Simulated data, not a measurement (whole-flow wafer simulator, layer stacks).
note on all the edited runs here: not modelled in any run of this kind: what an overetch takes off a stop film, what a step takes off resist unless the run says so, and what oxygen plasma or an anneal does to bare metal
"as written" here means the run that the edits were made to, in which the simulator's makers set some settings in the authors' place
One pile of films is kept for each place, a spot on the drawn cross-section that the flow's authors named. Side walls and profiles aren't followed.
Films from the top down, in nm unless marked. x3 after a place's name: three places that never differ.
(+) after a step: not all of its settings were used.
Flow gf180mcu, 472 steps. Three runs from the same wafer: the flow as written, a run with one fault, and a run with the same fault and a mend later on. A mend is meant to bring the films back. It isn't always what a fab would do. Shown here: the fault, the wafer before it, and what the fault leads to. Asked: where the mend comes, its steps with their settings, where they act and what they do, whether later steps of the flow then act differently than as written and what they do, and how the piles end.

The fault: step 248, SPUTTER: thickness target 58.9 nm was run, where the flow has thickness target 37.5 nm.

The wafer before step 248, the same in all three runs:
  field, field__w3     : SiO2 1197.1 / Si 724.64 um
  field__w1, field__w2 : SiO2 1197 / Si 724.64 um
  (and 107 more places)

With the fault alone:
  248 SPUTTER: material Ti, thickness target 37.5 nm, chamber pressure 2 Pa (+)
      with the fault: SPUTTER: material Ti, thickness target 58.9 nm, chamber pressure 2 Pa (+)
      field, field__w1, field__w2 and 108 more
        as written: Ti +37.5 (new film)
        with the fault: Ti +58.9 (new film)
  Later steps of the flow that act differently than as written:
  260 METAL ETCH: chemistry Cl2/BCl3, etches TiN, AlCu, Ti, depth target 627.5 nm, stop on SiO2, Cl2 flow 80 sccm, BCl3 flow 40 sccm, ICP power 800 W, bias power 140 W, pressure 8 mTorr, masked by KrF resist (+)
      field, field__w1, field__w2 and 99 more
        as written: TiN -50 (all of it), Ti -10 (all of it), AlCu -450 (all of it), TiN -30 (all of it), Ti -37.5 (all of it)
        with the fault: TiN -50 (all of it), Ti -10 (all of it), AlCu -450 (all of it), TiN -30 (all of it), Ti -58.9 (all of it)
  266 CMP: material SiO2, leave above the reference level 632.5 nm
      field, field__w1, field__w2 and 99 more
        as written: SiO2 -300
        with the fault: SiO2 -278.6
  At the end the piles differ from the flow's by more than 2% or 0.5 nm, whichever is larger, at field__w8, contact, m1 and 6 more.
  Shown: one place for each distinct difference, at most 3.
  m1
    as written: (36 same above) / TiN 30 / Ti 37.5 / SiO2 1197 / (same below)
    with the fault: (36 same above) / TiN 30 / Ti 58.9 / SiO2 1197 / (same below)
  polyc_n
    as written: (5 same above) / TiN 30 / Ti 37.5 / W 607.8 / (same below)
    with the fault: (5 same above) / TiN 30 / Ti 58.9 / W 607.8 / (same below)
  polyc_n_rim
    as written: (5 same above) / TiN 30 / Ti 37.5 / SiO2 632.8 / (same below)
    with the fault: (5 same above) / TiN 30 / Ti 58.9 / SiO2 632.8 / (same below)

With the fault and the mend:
  The mend comes after step 248.
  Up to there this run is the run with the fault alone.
  248a METAL ETCH: chemistry Cl2/BCl3, etches TiN, AlCu, Ti, depth target 21.4 nm, Cl2 flow 80 sccm, BCl3 flow 40 sccm, ICP power 800 W, bias power 140 W, pressure 8 mTorr
      field, field__w1, field__w2 and 108 more
        Ti -21.4
  No later step of the flow acts differently than as written at any place that is followed.
  At the end the piles are the same as the flow's at every place that both follow.
